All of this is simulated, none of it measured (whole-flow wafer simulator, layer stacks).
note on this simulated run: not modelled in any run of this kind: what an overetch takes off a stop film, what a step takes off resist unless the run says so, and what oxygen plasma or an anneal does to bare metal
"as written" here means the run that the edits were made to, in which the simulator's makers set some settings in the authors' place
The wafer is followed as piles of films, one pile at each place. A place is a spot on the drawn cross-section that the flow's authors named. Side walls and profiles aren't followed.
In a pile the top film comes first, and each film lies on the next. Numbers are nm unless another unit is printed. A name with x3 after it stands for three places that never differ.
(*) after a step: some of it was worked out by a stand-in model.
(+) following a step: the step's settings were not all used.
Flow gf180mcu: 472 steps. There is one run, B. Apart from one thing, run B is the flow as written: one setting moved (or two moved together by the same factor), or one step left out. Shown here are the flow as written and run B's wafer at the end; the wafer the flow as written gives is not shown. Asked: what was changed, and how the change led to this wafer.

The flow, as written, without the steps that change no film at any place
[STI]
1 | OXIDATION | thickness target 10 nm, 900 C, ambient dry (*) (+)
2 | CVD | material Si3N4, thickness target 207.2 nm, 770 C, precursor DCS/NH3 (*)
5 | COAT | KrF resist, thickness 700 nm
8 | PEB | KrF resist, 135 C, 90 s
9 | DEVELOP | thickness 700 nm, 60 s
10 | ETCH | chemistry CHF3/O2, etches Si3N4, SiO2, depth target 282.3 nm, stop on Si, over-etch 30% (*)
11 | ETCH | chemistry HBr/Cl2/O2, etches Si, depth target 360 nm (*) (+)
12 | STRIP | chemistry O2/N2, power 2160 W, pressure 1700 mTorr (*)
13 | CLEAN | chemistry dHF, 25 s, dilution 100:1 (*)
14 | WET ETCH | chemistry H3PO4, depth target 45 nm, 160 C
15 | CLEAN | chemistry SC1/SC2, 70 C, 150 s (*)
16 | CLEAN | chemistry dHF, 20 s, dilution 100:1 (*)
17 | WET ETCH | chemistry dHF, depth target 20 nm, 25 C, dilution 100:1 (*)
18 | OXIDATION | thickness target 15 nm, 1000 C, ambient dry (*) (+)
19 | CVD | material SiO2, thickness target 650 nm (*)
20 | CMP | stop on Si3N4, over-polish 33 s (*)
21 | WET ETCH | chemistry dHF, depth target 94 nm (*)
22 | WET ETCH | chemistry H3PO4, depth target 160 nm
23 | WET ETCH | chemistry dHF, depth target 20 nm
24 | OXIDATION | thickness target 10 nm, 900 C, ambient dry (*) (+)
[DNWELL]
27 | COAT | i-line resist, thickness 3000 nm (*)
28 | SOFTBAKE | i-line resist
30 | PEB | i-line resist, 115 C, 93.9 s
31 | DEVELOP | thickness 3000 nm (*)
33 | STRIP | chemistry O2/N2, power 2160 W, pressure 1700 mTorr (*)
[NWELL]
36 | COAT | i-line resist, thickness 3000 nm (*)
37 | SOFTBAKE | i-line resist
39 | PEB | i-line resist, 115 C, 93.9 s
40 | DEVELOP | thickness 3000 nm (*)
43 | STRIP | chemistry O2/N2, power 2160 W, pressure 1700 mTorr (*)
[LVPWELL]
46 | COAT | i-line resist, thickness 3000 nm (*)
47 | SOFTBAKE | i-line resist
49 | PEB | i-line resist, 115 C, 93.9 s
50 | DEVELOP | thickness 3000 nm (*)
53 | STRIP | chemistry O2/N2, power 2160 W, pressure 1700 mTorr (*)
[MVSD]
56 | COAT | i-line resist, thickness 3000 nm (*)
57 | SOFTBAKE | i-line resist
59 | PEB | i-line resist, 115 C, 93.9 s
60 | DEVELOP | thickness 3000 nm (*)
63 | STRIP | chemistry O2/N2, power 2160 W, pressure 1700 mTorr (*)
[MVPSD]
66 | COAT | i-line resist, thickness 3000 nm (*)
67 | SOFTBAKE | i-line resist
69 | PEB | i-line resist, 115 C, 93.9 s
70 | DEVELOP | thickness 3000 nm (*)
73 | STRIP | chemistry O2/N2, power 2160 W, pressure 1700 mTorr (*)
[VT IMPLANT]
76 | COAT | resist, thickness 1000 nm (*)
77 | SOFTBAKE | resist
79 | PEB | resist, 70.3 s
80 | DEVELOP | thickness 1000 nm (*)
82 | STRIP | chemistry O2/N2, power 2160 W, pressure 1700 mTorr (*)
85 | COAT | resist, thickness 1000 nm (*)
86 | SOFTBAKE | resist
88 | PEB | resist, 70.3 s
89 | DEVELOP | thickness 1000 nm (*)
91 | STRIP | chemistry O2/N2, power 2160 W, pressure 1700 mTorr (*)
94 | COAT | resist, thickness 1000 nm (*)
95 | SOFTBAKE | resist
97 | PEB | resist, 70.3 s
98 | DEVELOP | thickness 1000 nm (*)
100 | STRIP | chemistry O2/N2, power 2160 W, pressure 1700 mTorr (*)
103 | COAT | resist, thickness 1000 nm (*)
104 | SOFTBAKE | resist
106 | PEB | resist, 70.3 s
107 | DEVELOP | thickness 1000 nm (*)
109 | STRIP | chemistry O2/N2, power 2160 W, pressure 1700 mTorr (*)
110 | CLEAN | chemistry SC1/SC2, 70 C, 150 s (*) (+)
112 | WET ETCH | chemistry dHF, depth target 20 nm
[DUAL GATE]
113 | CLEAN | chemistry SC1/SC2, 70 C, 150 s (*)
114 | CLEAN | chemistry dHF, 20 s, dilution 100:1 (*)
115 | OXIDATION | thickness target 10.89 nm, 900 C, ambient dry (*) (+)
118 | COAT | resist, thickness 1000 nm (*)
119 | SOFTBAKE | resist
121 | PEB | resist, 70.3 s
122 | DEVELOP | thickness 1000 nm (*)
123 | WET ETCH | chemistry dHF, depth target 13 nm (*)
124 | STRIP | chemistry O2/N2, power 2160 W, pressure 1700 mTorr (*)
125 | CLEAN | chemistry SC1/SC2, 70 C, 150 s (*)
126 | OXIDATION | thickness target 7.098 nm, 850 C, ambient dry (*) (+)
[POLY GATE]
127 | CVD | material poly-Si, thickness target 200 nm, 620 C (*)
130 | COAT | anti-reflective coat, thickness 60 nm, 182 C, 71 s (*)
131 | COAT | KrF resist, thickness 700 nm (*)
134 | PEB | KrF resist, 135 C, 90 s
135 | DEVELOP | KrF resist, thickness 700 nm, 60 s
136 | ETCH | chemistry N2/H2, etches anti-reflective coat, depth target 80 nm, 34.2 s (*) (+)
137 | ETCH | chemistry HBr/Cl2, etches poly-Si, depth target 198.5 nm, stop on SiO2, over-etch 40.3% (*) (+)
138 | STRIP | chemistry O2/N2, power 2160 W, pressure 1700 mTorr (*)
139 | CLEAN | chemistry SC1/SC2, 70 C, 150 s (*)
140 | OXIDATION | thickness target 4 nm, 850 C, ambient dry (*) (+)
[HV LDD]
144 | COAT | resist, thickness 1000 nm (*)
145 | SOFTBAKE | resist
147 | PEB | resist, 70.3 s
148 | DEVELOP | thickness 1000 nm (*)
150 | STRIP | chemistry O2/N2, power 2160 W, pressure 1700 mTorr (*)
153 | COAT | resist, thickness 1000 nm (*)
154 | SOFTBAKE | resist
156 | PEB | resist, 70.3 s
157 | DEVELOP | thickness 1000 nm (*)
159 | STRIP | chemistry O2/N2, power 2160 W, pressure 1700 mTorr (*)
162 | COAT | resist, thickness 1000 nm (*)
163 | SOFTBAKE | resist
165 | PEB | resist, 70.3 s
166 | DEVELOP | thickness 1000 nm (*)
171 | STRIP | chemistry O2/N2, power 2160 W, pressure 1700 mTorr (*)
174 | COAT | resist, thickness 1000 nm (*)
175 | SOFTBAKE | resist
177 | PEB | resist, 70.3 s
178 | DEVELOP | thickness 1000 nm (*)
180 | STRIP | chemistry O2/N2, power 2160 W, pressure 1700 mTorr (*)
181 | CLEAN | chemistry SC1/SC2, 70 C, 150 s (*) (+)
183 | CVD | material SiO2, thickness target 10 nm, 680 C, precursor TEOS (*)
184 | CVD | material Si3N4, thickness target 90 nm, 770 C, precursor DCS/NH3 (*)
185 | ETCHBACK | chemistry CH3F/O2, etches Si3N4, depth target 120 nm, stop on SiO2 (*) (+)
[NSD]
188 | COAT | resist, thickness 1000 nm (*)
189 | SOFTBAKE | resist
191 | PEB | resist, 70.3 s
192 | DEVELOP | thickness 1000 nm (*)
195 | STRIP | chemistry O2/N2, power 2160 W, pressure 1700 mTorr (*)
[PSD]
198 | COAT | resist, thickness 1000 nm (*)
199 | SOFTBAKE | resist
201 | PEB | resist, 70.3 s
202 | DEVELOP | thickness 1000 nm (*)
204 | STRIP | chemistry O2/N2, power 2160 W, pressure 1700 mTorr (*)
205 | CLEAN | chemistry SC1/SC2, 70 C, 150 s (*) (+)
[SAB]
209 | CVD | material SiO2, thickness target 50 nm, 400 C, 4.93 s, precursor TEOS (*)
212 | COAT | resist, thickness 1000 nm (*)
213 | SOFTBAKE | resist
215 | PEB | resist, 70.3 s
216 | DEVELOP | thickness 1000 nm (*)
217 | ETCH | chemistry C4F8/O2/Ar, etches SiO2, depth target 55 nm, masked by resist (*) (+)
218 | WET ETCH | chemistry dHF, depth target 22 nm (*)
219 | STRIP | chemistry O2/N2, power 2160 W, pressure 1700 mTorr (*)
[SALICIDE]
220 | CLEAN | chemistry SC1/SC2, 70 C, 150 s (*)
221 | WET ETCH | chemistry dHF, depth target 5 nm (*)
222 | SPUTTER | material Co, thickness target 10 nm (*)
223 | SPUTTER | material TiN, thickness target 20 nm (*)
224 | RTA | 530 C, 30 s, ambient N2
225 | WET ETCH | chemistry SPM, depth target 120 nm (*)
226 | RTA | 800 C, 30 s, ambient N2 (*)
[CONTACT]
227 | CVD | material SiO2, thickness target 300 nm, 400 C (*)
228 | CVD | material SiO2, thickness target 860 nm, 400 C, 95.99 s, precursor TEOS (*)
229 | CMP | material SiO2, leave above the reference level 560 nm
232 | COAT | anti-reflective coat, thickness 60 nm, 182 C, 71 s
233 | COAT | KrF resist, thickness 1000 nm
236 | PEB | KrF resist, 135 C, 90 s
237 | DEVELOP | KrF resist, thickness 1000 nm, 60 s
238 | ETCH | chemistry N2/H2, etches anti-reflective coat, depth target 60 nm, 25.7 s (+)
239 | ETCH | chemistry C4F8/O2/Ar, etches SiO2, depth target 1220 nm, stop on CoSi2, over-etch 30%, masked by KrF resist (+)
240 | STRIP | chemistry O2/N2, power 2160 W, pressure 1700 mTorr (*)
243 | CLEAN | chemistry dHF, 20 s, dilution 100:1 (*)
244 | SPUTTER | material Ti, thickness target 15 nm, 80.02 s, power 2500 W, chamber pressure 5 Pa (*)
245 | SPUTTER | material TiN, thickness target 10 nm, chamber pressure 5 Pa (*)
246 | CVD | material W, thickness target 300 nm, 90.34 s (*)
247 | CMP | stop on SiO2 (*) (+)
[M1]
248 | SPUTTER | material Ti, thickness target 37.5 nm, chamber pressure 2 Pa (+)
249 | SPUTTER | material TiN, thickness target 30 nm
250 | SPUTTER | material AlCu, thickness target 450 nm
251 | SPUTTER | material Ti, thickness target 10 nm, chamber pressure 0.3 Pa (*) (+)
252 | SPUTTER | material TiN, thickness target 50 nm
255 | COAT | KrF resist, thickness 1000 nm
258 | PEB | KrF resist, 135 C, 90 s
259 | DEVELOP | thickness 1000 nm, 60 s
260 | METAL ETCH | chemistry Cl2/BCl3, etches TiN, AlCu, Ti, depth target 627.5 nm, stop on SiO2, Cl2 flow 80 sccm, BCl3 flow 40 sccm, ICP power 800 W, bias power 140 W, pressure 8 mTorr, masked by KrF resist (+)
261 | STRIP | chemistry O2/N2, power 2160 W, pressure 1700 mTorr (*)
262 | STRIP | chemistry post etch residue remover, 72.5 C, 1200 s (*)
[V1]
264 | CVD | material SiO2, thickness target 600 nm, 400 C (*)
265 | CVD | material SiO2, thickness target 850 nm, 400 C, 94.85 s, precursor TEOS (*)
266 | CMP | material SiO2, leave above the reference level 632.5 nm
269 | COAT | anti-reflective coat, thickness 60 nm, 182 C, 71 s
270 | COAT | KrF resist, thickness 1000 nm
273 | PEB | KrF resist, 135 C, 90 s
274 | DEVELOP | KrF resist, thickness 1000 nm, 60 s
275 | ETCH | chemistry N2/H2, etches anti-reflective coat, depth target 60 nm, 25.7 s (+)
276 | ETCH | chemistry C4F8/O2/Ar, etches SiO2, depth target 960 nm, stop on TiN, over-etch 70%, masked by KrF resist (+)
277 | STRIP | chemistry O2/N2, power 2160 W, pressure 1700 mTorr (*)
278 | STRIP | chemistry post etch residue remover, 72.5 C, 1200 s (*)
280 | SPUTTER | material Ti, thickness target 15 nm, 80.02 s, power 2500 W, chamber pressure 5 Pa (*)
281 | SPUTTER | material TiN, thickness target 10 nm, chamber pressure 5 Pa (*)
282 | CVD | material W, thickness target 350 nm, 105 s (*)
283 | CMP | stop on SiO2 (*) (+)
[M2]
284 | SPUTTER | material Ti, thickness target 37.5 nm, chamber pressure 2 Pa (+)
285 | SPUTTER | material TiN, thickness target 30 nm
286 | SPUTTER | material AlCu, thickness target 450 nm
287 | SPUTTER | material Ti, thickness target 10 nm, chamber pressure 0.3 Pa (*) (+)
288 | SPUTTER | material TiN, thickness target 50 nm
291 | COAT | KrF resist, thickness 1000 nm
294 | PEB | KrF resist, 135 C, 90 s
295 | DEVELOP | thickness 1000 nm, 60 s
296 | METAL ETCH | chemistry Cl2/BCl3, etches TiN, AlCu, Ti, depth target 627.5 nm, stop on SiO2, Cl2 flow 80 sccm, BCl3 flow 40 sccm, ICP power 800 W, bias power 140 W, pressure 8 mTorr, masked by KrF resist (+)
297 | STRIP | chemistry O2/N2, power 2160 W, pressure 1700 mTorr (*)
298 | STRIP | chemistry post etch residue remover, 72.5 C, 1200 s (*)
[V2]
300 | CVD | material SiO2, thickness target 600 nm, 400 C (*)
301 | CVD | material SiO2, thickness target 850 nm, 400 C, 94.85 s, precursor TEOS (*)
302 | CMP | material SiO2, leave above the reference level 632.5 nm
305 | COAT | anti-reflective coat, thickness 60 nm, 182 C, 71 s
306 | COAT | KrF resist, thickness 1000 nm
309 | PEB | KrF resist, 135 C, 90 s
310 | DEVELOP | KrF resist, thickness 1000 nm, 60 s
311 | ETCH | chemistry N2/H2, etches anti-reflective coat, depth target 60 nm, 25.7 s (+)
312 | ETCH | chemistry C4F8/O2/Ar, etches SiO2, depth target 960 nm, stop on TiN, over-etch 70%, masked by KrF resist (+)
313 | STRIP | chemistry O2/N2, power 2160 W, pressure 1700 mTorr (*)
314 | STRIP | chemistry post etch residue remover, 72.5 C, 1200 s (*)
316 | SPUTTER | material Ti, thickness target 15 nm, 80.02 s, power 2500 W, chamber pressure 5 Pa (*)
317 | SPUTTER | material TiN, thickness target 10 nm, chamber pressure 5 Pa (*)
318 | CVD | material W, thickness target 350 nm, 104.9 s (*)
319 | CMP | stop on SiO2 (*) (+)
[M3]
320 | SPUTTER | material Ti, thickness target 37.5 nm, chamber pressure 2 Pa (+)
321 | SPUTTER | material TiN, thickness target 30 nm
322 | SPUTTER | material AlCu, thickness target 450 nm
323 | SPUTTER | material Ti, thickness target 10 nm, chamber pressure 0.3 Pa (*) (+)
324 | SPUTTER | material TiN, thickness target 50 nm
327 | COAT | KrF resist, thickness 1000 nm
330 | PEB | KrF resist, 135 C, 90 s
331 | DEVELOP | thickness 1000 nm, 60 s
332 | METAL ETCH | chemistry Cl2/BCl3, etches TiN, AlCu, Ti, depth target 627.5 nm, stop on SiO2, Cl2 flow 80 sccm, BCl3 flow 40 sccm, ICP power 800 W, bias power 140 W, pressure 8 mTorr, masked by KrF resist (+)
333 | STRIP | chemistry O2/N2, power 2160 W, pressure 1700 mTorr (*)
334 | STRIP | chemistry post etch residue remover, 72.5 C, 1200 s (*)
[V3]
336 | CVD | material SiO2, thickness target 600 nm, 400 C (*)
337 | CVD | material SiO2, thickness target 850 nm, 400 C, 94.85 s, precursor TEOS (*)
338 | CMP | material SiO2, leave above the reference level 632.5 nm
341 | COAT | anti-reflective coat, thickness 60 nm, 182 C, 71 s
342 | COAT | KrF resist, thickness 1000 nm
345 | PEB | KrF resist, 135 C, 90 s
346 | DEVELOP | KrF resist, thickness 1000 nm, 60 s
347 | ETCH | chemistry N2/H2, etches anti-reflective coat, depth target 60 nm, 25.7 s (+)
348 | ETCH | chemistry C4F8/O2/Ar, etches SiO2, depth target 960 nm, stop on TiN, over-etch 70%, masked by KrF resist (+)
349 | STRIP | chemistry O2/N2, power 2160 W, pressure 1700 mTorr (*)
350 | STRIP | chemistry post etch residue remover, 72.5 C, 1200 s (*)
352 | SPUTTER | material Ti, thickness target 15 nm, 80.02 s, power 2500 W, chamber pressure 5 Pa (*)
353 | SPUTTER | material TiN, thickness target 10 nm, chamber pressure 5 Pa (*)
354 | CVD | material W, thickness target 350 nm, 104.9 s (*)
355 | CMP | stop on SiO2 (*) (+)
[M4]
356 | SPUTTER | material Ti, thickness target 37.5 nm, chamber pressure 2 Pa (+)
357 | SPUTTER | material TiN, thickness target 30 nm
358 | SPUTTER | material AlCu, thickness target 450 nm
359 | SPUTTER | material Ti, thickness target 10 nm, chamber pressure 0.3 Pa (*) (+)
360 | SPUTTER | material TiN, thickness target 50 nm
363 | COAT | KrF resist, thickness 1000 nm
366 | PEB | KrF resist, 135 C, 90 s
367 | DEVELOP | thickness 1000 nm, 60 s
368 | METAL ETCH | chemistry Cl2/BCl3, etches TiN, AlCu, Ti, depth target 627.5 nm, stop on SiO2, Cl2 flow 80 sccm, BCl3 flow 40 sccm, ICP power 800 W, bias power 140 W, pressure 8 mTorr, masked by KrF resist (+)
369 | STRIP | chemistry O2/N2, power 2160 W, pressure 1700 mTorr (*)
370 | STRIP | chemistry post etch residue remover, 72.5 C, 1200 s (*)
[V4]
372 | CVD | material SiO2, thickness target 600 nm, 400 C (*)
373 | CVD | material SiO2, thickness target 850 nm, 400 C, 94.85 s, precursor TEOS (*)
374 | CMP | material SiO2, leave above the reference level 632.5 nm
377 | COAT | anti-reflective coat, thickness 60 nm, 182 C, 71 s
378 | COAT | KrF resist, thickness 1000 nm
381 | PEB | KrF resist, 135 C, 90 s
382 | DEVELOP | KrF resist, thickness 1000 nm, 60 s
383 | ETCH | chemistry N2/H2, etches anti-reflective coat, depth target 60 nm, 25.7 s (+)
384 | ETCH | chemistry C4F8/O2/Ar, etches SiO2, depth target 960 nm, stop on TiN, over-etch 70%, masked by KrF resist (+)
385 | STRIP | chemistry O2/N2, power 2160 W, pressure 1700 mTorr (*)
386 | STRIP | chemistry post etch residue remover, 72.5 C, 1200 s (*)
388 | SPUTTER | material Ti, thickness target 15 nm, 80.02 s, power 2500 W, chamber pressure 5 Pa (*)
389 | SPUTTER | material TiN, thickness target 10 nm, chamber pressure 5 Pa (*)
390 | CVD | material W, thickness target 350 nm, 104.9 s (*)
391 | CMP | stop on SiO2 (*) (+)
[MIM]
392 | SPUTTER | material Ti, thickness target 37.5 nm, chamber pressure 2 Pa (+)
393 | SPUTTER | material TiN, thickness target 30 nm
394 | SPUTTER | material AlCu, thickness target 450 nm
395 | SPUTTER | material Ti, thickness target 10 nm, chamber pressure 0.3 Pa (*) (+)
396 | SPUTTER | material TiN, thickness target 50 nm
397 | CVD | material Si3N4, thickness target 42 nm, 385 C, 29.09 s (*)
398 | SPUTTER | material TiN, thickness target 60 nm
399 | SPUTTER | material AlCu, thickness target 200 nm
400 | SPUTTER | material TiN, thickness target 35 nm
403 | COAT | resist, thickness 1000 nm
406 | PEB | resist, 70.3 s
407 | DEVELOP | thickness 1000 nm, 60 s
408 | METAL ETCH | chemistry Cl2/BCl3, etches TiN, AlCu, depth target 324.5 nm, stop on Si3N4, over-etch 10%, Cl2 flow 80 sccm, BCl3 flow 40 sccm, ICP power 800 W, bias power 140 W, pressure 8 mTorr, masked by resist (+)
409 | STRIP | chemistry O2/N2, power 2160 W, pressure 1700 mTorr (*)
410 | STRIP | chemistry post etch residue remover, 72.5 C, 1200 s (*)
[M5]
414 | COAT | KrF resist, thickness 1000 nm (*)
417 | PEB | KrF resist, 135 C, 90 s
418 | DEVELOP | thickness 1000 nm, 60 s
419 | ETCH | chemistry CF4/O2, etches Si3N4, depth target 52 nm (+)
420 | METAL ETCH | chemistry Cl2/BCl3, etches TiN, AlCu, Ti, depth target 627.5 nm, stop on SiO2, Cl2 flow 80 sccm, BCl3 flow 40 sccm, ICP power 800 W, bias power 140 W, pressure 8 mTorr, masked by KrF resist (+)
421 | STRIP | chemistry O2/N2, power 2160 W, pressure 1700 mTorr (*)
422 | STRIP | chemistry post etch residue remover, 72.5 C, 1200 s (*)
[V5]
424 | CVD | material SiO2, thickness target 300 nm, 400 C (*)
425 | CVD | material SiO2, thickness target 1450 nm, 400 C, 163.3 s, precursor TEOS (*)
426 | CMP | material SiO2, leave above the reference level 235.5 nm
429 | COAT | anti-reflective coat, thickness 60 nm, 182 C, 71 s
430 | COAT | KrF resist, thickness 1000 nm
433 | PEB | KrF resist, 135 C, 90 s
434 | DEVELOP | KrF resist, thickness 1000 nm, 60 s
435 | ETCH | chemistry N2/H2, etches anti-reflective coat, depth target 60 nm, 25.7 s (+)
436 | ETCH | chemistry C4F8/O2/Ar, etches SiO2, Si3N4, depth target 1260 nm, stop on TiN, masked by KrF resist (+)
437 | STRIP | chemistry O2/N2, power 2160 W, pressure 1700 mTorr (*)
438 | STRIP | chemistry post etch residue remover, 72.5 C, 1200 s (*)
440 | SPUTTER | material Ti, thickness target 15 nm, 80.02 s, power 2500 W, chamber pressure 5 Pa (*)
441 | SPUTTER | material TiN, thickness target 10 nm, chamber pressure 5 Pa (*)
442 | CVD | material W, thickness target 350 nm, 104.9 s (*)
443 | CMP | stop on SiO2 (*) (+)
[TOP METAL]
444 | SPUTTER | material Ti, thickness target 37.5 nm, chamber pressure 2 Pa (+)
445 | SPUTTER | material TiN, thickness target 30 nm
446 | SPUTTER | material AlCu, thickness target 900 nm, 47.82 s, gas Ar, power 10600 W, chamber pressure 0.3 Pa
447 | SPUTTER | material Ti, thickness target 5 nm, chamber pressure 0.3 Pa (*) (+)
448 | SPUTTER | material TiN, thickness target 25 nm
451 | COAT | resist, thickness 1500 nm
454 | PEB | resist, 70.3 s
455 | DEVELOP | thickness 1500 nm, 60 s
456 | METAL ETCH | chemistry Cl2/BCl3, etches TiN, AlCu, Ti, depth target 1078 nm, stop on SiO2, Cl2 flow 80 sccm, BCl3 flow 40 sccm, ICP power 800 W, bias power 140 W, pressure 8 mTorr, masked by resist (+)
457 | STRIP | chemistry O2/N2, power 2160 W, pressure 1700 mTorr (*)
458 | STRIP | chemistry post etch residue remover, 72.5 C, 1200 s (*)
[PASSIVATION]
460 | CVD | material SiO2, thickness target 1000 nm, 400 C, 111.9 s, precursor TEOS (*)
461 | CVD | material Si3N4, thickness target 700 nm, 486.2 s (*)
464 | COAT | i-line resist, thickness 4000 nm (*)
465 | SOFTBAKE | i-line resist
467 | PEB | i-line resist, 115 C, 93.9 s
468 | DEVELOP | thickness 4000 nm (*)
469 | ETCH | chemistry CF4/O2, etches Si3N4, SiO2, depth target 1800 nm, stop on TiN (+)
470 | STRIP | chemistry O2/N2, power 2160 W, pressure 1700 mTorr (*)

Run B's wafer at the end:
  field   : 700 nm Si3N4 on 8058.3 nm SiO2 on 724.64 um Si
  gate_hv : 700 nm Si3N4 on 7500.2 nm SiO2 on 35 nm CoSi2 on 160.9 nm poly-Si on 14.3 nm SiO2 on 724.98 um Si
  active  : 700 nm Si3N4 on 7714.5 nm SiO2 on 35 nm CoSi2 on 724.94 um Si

Cause: step 394, SPUTTER: thickness target 281 nm was run, whereas the flow has thickness target 450 nm.

Step by step, how the change led to this:
  394 | SPUTTER | material AlCu, thickness target 450 nm
      field, field__w1, field__w2 and 108 more: AlCu gains 281 (new film) (as written it would have been: AlCu gains 450 (new film))
  420 | METAL ETCH | chemistry Cl2/BCl3, etches TiN, AlCu, Ti, depth target 627.5 nm, stop on SiO2, Cl2 flow 80 sccm, BCl3 flow 40 sccm, ICP power 800 W, bias power 140 W, pressure 8 mTorr, masked by KrF resist (+)
      field, field__w1, field__w2 and 101 more: TiN loses 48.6 (all of it), Ti loses 10 (all of it), AlCu loses 281 (all of it), TiN loses 30 (all of it), Ti loses 37.5 (all of it) (as written it would have been: TiN loses 48.6 (all of it), Ti loses 10 (all of it), AlCu loses 450 (all of it), TiN loses 30 (all of it), Ti loses 37.5 (all of it))
      field__w4, field__w8, contact, m1, m1__w1, mim, mim_1p0, m1_nw: KrF resist loses 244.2 (as written it would have been: KrF resist loses 251)
  426 | CMP | material SiO2, leave above the reference level 235.5 nm
      field, field__w1, field__w5 and 92 more: SiO2 loses 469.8 (as written it would have been: SiO2 loses 300.8)
      field__w2, field__w3, field__w12 and 6 more: SiO2 loses 449.4 (as written it would have been: SiO2 loses 272.7)
